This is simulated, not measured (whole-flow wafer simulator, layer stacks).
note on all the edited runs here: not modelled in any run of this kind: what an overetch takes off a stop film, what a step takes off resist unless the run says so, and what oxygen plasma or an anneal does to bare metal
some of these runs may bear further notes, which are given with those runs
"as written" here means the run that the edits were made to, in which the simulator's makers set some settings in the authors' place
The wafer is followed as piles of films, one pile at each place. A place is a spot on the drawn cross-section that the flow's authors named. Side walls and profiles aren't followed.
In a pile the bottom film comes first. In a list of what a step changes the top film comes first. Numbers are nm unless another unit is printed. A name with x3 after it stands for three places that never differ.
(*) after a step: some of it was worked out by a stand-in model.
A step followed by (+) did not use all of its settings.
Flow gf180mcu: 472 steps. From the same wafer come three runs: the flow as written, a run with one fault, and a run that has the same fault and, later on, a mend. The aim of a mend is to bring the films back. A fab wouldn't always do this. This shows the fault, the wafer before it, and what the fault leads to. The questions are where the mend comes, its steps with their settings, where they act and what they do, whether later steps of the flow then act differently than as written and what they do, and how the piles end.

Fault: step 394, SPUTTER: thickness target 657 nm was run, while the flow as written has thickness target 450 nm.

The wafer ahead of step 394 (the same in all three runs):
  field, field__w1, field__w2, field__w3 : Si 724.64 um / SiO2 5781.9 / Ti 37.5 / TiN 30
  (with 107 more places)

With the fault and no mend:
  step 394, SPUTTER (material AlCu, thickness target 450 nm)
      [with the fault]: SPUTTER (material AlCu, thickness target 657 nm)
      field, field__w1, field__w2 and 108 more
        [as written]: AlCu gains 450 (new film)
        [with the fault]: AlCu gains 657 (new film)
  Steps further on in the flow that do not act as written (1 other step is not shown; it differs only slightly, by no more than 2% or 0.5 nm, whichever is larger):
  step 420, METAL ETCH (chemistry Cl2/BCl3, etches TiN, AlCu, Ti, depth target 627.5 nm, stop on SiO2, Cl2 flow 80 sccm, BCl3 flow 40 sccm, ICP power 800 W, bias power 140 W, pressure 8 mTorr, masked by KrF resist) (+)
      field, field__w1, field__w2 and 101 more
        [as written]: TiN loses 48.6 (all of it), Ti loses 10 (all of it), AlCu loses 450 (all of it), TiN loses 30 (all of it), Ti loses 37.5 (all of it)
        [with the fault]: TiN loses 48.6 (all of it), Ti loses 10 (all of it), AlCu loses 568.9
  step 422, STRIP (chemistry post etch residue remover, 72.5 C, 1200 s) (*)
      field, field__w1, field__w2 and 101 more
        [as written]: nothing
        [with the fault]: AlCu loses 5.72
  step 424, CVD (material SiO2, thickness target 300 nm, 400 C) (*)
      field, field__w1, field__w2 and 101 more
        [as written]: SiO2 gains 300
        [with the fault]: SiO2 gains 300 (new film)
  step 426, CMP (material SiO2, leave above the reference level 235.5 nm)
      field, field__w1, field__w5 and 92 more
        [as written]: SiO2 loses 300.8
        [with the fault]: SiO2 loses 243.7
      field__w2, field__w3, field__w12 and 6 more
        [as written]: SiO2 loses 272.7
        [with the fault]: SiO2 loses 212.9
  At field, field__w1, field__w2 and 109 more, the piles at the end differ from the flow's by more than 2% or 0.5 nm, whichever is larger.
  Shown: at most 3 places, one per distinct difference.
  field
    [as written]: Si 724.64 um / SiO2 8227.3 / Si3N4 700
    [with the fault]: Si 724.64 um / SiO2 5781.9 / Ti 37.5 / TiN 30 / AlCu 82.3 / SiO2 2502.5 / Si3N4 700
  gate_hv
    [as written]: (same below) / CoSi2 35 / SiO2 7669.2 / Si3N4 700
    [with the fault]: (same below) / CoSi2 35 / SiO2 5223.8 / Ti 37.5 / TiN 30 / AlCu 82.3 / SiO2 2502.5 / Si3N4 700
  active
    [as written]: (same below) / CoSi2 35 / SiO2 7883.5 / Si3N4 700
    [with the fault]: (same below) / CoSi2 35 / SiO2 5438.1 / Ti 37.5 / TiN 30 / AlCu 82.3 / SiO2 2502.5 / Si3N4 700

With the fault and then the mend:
  After step 394 comes the mend.
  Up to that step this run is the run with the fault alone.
  step 394a, METAL ETCH (chemistry Cl2/BCl3, etches TiN, AlCu, Ti, depth target 207 nm, Cl2 flow 80 sccm, BCl3 flow 40 sccm, ICP power 800 W, bias power 140 W, pressure 8 mTorr) (the flow's step 260 again, with other settings)
      field, field__w1, field__w2 and 108 more
        AlCu loses 207
  Later steps of the flow that are run all act as written at every place that is followed.
  By the end, the piles equal the flow's at every place that both follow.
